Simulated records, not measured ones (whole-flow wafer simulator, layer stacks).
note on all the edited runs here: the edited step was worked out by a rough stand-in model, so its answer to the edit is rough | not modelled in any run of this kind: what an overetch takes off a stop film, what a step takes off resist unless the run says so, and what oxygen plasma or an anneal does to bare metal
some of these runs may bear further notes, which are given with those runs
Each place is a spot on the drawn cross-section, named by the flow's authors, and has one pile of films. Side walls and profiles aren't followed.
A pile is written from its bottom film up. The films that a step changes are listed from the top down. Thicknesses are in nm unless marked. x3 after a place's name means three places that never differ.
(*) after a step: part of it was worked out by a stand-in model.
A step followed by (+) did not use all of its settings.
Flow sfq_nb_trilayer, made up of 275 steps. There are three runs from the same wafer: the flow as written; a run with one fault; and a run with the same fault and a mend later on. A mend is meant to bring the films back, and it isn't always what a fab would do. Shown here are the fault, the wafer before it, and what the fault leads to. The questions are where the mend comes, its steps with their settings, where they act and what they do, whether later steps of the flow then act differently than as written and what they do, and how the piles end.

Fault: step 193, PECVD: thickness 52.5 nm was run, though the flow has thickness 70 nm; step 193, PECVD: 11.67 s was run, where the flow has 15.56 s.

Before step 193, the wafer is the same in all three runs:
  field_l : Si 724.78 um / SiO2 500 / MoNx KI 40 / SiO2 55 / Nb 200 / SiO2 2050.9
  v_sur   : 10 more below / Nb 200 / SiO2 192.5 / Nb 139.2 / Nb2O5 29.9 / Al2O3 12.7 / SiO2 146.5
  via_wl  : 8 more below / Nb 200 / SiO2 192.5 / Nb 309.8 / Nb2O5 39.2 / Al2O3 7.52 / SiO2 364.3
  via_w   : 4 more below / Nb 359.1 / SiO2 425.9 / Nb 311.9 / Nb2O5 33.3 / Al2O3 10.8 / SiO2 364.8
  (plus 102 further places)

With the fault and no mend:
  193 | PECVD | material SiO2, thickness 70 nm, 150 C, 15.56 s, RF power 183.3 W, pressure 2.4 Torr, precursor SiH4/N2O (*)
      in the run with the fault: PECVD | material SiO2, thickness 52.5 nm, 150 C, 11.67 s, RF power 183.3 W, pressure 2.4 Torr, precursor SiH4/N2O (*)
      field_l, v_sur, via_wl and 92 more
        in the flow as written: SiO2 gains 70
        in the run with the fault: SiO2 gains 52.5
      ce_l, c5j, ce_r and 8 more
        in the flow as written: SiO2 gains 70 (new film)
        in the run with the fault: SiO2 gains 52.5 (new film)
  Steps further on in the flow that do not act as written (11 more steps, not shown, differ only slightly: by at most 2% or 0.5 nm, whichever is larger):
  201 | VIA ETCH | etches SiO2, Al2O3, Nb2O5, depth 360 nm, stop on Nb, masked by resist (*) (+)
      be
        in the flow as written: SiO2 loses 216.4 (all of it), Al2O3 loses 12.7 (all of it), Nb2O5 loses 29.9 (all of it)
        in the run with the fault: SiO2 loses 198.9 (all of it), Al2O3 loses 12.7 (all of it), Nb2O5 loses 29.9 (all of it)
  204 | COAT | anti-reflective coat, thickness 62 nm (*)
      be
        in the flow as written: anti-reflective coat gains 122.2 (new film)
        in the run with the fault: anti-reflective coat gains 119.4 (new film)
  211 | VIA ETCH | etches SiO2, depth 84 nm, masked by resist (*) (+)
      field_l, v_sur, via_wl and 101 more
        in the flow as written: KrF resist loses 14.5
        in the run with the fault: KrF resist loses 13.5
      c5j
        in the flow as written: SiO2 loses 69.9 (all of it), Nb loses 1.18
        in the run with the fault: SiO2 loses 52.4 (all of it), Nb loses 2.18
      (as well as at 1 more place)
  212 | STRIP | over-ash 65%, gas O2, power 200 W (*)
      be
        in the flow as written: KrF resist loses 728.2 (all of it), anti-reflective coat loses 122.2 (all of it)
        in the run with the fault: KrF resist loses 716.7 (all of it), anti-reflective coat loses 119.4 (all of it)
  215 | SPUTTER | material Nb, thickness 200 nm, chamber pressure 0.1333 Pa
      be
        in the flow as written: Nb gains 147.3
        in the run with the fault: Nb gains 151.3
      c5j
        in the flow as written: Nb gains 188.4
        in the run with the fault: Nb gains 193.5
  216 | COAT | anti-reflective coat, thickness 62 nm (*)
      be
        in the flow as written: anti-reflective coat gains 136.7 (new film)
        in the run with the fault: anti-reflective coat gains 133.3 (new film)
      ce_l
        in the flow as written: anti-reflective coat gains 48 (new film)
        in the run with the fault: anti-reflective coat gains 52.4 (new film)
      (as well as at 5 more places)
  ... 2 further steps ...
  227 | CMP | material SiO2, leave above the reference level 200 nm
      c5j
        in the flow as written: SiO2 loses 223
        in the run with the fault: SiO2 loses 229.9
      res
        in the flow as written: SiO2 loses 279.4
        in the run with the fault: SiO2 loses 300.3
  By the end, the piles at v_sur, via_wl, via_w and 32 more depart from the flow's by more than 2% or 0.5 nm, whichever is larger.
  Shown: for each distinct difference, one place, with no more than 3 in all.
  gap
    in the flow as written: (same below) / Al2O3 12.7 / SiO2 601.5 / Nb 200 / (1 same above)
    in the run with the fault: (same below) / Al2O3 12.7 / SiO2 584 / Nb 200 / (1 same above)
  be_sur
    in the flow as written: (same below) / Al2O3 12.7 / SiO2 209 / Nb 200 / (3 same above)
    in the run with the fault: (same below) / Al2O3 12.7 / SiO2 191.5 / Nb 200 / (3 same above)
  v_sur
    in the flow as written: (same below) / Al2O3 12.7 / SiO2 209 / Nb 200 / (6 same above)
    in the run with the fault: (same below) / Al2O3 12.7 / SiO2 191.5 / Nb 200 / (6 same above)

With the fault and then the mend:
  After step 193 comes the mend.
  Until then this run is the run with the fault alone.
  193a | PECVD | material SiO2, thickness 17.5 nm, 150 C, 3.889 s, RF power 183.3 W, pressure 2.4 Torr, precursor SiH4/N2O (*) (the flow's step 193 again, with other settings)
      field_l, v_sur, via_wl and 103 more
        SiO2 gains 17.5
  Later steps of the flow that are run all act as written at every place that is followed, up to a difference of at most 2% or 0.5 nm, whichever is larger.
  The piles end the same as the flow's at every place that both follow.
